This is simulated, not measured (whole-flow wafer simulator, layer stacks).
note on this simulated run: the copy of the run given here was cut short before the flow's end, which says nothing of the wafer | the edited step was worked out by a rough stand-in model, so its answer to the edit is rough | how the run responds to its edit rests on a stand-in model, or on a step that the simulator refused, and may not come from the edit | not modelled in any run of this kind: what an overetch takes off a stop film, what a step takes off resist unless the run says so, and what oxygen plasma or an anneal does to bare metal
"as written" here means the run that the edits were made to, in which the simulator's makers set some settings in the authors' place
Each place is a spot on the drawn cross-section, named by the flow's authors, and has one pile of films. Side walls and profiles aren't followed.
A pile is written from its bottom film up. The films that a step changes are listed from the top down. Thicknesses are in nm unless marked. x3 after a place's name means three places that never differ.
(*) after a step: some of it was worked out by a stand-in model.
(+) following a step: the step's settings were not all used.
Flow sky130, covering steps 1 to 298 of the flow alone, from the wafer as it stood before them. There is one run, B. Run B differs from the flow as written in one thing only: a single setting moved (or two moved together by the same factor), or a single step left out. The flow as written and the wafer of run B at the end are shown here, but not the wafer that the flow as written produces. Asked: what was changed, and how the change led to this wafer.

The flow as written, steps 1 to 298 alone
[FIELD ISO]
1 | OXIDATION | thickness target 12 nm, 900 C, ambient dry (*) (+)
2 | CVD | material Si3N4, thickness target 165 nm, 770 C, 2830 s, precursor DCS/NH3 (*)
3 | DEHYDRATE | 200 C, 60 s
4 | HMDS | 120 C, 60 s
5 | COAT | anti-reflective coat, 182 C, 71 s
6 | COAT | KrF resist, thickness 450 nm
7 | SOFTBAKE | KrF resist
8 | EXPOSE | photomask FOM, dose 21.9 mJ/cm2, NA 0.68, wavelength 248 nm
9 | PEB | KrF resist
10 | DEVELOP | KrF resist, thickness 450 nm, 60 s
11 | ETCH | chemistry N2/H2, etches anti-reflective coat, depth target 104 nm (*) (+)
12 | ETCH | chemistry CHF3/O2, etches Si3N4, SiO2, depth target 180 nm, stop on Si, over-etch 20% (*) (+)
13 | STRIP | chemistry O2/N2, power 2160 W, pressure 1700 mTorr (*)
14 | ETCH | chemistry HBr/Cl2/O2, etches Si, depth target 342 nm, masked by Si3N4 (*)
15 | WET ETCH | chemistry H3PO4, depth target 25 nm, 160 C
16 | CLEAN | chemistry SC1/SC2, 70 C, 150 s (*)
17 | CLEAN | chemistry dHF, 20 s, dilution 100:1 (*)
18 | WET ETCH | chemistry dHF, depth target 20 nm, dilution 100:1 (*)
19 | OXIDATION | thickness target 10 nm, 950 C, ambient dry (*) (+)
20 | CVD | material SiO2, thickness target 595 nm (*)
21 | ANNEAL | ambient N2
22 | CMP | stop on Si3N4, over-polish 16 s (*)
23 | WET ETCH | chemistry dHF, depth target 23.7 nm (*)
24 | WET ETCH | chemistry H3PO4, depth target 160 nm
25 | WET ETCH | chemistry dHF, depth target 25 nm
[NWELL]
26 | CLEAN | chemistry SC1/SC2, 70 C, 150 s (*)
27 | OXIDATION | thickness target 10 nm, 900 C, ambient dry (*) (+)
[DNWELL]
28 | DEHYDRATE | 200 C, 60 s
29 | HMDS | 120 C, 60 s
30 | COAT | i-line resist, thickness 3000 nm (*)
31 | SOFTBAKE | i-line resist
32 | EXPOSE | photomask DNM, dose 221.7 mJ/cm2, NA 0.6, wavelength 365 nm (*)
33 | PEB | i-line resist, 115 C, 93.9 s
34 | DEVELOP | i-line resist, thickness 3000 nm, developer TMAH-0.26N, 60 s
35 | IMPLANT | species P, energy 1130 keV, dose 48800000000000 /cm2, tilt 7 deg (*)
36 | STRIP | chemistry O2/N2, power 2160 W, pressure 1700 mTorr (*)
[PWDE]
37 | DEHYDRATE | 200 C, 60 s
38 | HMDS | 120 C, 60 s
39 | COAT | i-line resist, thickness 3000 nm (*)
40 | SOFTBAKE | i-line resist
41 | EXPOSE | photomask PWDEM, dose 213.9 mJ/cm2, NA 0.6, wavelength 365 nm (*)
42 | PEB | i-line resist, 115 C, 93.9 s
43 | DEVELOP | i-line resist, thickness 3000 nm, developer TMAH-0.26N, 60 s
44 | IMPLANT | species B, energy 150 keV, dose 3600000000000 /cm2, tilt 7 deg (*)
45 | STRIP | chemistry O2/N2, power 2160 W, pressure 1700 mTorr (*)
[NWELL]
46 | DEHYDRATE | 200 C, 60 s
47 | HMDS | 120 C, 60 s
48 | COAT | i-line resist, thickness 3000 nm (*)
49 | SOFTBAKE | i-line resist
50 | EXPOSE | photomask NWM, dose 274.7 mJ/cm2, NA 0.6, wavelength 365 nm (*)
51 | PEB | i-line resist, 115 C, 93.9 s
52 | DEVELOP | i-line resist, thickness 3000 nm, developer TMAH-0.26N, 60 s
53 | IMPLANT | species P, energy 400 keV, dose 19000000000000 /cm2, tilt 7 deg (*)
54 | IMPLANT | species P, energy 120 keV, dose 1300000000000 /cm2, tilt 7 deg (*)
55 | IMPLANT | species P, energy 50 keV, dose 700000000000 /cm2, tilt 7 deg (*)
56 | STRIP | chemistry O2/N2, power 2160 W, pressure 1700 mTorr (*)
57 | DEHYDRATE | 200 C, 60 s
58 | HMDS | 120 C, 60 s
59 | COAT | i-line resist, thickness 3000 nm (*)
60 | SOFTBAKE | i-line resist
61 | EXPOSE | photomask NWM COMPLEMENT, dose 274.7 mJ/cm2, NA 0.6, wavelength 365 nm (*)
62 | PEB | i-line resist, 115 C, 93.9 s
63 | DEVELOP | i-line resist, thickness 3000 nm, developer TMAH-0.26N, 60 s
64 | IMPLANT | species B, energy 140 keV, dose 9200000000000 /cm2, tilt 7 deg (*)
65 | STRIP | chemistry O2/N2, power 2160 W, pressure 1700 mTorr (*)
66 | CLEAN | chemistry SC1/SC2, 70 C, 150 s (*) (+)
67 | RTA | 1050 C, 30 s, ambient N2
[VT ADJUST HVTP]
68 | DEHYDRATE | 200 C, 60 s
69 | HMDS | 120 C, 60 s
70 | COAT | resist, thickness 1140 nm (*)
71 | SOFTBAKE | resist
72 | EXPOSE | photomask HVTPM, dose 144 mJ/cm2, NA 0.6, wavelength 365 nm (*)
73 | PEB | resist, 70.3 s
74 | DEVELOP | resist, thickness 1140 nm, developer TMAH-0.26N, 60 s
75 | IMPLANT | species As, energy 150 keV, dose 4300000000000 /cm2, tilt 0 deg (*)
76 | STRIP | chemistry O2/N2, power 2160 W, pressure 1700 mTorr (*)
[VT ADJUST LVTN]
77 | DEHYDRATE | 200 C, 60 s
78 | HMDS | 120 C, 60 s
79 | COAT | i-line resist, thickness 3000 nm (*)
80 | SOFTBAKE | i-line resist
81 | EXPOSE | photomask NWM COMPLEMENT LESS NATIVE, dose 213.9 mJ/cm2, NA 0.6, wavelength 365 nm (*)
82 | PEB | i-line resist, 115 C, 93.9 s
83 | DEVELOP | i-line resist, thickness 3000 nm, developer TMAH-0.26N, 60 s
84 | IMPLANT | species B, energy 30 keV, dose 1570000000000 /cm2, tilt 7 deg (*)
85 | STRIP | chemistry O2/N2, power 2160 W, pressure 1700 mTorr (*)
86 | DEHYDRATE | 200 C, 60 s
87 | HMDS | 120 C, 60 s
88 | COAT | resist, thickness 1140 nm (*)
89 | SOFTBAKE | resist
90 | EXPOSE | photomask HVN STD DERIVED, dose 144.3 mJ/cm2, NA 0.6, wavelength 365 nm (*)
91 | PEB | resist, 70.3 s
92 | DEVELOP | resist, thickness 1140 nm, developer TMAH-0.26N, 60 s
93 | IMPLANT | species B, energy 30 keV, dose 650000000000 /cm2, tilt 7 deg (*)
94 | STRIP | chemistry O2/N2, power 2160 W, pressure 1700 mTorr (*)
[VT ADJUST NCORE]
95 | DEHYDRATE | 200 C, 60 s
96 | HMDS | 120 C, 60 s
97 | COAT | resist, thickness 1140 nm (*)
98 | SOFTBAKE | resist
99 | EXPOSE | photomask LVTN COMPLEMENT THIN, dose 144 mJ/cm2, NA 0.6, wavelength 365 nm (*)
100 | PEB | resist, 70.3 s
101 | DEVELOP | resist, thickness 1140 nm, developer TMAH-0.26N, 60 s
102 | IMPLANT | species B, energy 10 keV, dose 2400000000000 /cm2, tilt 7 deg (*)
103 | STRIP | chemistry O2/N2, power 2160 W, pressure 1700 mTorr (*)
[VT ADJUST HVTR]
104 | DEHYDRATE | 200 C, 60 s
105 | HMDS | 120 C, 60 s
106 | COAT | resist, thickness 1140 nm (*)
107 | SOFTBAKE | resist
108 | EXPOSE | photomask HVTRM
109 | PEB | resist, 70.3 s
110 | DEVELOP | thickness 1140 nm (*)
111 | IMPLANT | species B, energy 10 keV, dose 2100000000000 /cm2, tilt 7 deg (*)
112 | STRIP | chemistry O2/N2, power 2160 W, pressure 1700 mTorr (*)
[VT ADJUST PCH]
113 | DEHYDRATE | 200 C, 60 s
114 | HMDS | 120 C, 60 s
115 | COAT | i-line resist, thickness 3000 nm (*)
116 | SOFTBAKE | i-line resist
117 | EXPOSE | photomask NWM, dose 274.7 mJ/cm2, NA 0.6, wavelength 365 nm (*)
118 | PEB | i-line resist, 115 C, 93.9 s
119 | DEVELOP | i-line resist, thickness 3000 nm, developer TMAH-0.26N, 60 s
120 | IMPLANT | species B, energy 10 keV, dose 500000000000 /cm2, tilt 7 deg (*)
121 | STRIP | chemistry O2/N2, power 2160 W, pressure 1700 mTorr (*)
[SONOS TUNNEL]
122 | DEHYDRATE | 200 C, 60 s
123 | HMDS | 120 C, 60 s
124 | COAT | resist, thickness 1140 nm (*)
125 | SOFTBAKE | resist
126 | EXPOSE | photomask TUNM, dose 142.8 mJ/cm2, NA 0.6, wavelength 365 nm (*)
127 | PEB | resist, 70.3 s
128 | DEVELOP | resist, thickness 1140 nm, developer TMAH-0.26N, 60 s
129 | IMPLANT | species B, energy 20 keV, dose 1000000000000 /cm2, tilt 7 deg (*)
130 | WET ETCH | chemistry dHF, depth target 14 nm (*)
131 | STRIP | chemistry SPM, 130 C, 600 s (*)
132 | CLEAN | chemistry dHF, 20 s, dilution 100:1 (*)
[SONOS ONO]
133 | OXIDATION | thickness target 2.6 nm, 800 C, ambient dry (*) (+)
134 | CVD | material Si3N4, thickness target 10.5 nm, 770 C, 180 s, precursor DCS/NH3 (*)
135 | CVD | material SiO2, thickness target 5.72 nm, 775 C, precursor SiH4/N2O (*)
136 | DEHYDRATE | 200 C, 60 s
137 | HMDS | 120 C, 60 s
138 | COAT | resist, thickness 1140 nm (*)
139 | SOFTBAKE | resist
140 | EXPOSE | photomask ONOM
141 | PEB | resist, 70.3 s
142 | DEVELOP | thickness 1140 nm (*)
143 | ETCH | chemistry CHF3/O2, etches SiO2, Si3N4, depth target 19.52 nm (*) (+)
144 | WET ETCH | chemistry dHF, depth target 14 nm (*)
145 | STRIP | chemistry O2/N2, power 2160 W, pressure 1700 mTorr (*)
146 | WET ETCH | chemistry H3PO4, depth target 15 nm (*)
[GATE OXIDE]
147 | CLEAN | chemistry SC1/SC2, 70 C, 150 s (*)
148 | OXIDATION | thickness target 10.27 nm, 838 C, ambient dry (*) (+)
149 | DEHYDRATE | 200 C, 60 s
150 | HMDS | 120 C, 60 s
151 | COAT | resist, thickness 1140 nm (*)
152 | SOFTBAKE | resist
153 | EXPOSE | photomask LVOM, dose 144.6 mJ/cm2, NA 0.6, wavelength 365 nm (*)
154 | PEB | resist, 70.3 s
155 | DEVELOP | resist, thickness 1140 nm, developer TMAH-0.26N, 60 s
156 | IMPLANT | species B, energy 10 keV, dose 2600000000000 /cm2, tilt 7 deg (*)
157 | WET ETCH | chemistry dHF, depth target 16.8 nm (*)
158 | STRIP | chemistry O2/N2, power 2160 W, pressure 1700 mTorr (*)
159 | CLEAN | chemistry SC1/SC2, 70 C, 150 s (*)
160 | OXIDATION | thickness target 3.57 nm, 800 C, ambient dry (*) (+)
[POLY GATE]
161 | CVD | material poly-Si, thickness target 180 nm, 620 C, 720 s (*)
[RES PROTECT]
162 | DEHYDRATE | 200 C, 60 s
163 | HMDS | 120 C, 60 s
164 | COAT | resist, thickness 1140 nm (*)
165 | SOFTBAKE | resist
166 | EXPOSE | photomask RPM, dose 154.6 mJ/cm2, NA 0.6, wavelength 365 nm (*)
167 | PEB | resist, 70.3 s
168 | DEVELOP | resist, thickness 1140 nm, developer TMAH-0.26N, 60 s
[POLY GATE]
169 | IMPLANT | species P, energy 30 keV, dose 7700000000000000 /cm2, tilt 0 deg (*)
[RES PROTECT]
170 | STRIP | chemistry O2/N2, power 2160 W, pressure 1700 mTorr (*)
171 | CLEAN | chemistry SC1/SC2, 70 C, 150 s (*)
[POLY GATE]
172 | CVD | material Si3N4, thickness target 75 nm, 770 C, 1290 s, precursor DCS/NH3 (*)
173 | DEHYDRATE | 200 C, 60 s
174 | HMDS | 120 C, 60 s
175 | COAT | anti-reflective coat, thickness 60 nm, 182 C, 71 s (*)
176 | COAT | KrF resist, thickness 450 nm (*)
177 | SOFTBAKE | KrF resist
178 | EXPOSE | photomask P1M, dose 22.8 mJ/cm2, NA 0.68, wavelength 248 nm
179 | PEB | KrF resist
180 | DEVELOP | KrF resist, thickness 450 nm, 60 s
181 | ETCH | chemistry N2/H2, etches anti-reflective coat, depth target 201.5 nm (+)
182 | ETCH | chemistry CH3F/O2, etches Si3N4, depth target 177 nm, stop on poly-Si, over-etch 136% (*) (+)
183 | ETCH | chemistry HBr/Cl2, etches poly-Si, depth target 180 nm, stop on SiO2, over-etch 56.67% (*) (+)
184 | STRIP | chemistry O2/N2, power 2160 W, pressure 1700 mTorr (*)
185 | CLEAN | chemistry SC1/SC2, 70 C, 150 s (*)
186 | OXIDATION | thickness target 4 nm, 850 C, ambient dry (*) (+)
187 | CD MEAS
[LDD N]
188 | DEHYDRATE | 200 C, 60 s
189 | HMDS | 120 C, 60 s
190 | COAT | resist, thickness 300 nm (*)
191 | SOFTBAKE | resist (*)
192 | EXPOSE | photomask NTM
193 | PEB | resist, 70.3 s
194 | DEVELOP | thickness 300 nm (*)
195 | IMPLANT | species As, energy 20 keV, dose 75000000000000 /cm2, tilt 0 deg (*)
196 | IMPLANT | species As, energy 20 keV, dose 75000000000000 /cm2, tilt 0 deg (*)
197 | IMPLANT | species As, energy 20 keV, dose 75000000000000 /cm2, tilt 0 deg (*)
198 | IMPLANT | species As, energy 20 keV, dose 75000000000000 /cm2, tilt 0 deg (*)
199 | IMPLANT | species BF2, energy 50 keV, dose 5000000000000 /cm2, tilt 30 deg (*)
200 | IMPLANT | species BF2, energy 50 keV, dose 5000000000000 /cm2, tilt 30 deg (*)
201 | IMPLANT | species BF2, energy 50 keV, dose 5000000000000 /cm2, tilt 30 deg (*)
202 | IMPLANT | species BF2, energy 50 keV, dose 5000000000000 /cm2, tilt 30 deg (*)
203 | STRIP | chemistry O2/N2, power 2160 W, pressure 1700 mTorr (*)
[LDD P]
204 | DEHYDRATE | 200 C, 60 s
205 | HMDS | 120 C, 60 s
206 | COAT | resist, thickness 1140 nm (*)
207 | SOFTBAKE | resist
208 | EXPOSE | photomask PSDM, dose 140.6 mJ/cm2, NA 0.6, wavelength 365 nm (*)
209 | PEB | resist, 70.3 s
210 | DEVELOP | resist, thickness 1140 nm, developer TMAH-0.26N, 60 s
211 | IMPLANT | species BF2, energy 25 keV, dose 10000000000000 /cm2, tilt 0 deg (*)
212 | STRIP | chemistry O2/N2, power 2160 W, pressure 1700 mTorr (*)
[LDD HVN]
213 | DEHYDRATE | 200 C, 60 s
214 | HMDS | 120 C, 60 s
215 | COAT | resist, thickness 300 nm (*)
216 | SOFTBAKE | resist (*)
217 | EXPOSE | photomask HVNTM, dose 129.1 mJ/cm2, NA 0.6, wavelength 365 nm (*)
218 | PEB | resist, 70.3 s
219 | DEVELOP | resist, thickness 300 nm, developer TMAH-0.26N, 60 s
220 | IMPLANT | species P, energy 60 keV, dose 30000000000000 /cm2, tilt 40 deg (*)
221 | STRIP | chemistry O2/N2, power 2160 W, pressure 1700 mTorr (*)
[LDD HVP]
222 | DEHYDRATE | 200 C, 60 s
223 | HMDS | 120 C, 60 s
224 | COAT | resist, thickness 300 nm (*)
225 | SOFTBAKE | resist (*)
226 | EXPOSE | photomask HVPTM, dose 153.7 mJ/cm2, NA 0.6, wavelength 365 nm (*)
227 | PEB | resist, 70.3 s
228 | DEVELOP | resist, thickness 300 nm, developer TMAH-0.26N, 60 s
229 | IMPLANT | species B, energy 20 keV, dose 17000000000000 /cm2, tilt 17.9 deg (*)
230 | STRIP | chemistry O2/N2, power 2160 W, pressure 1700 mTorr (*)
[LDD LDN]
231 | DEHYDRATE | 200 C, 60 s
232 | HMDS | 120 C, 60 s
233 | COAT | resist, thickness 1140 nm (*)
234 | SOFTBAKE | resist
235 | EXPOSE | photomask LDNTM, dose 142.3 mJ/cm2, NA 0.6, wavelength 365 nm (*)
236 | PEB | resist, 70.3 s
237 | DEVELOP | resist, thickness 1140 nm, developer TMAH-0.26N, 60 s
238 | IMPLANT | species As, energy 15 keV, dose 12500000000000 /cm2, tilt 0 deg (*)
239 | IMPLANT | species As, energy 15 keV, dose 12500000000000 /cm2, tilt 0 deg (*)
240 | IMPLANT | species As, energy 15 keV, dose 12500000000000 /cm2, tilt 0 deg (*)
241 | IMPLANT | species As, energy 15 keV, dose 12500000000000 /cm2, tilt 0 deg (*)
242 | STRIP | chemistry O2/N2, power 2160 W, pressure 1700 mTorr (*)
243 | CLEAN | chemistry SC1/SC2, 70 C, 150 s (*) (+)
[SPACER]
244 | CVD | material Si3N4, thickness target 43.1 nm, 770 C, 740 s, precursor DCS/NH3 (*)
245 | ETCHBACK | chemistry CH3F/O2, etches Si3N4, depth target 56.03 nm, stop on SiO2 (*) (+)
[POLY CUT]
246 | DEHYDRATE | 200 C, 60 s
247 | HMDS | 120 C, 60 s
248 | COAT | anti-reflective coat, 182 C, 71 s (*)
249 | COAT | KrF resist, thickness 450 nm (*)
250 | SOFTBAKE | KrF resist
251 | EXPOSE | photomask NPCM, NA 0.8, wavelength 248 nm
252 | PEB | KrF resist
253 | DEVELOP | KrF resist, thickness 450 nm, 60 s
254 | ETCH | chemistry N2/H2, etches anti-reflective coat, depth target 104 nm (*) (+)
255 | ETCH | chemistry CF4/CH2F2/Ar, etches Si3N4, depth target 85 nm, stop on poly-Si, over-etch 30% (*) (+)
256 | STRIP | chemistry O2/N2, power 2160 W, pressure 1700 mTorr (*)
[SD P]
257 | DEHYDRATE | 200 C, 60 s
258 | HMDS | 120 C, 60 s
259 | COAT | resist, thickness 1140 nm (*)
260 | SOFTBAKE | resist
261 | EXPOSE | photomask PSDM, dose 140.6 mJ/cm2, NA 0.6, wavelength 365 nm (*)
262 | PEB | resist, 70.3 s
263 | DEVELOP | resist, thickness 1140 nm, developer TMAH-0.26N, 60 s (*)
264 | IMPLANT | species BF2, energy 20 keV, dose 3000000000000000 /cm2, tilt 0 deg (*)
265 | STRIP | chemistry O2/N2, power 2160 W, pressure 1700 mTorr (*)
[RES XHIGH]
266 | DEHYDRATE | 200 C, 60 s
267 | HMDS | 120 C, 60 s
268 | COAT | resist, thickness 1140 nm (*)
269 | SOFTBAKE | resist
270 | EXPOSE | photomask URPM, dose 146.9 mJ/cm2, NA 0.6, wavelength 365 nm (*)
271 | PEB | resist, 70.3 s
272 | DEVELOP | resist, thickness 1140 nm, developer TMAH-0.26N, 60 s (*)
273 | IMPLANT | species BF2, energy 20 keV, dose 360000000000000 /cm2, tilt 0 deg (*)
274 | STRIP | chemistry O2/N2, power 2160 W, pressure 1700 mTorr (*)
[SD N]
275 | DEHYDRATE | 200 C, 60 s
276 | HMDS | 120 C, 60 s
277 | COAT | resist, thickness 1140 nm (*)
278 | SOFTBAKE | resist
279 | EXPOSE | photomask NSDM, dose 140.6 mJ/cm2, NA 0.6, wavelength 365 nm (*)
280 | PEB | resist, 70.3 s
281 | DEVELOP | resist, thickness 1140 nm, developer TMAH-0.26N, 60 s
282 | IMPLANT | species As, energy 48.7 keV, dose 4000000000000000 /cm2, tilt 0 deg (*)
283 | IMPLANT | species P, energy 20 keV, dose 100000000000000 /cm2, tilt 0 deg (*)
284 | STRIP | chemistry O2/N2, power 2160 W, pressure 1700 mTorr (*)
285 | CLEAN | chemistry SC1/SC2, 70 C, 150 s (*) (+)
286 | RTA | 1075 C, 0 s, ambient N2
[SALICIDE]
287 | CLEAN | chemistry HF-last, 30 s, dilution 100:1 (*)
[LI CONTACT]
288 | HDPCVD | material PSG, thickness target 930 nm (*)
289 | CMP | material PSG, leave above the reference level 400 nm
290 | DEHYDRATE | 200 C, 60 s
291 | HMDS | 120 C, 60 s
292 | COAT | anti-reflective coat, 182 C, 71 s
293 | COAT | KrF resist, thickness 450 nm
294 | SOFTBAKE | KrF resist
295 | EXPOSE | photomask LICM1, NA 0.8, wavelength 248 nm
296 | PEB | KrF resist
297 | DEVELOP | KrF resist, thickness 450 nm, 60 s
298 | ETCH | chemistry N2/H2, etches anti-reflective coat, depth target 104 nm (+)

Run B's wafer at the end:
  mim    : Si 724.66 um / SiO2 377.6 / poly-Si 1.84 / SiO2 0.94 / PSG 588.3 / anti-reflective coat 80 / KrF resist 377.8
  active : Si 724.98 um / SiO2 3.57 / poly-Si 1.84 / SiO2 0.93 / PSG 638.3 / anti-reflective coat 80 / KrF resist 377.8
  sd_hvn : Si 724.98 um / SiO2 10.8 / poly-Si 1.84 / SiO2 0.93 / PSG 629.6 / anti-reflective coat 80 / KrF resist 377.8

The reason: step 183, ETCH: depth target 112 nm was run, whereas the flow has depth target 180 nm.

How this came from the change, step by step:
  183 | ETCH | chemistry HBr/Cl2, etches poly-Si, depth target 180 nm, stop on SiO2, over-etch 56.67% (*) (+)
      field, active, p_well and 109 more: -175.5 poly-Si (as written it would have been: -179.4 poly-Si (all of it), -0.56 SiO2)
      ndiff_dn: -175.5 poly-Si (as written it would have been: -215.2 poly-Si (all of it), -0.33 SiO2)
      (as well as at 77 more places)
  184 | STRIP | chemistry O2/N2, power 2160 W, pressure 1700 mTorr (*)
      field, active, p_well and 110 more: +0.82 chemical SiO2 (new film), -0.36 poly-Si (as written it would have been: nothing)
      dice_street, grade_field_poly: -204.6 KrF resist (all of it), -60 anti-reflective coat (all of it) (as written it would have been: -169 KrF resist (all of it), -60 anti-reflective coat (all of it))
      (as well as at 75 more places)
  185 | CLEAN | chemistry SC1/SC2, 70 C, 150 s (*)
      field, mim, iso_guard and 60 more: -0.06 chemical SiO2, -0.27 poly-Si (as written it would have been: -0.68 SiO2)
  186 | OXIDATION | thickness target 4 nm, 850 C, ambient dry (*) (+)
      field, mim, vpp_sp and 36 more: +4 SiO2 (new film), -0.76 chemical SiO2 (all of it), -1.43 poly-Si (as written it would have been: +0.15 SiO2, -0.06 Si)
      active, p_well, spacer and 26 more: +4 SiO2 (new film), -0.76 chemical SiO2 (all of it), -1.43 poly-Si (as written it would have been: +1.55 SiO2, -0.68 Si)
      (as well as at 45 more places)
  190 | COAT | resist, thickness 300 nm (*)
      n_well: +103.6 resist (new film) (as written it would have been: +96.8 resist (new film))
      gate: +136.8 resist (new film) (as written it would have been: +132.3 resist (new film))
      (as well as at 34 more places)
  194 | DEVELOP | thickness 300 nm (*)
      gate: -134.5 resist (all of it) (as written it would have been: -130 resist (all of it))
      gate_lg05: -161.6 resist (all of it) (as written it would have been: -157.7 resist (all of it))
      (as well as at 4 more places)
  203 | STRIP | chemistry O2/N2, power 2160 W, pressure 1700 mTorr (*)
      n_well: -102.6 resist (all of it) (as written it would have been: -95.8 resist (all of it))
      gate_hv: -178.2 resist (all of it) (as written it would have been: -174.6 resist (all of it))
      (as well as at 28 more places)
  206 | COAT | resist, thickness 1140 nm (*)
      ndiff_dn: +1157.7 resist (new film) (as written it would have been: +1189.5 resist (new film))
      poly_endcap: +987.9 resist (new film) (as written it would have been: +955.5 resist (new film))
  207 | SOFTBAKE | resist
      poly_endcap: -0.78 resist (as written it would have been: -2.26 resist)
      iso_guard_nsd: +2.99 resist (as written it would have been: +3.67 resist)
      (as well as at 1 more place)
  209 | PEB | resist, 70.3 s
      ndiff_dn: -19 resist (as written it would have been: -19.6 resist)
      poly_endcap: -15.6 resist (as written it would have been: -14.9 resist)
  212 | STRIP | chemistry O2/N2, power 2160 W, pressure 1700 mTorr (*)
      ndiff_dn: -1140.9 resist (all of it) (as written it would have been: -1172.7 resist (all of it))
      poly_endcap: -971.5 resist (all of it) (as written it would have been: -938.3 resist (all of it))
  215 | COAT | resist, thickness 300 nm (*)
      n_well: +103.6 resist (new film) (as written it would have been: +96.8 resist (new film))
      gate: +136.8 resist (new film) (as written it would have been: +132.3 resist (new film))
      (as well as at 34 more places)
  219 | DEVELOP | resist, thickness 300 nm, developer TMAH-0.26N, 60 s
      gate_hv: -178.2 resist (all of it) (as written it would have been: -174.6 resist (all of it))
      gate_hv_sd: -146.1 resist (all of it) (as written it would have been: -141.9 resist (all of it))
  221 | STRIP | chemistry O2/N2, power 2160 W, pressure 1700 mTorr (*)
      n_well: -102.6 resist (all of it) (as written it would have been: -95.8 resist (all of it))
      gate: -134.5 resist (all of it) (as written it would have been: -130 resist (all of it))
      (as well as at 32 more places)
  224 | COAT | resist, thickness 300 nm (*)
      n_well: +103.6 resist (new film) (as written it would have been: +96.8 resist (new film))
      gate: +136.8 resist (new film) (as written it would have been: +132.3 resist (new film))
      (as well as at 34 more places)
  228 | DEVELOP | resist, thickness 300 nm, developer TMAH-0.26N, 60 s
      gate_p_g5v0_sd: -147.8 resist (all of it) (as written it would have been: -143.8 resist (all of it))
  ... 21 further steps ...
  289 | CMP | material PSG, leave above the reference level 400 nm
      mim, vpp_sp, vpp_ln and 30 more: -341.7 PSG (as written it would have been: -333.9 PSG)
      active, p_well, sd_n and 19 more: -291.7 PSG (as written it would have been: -285.8 PSG)
      (as well as at 51 more places)
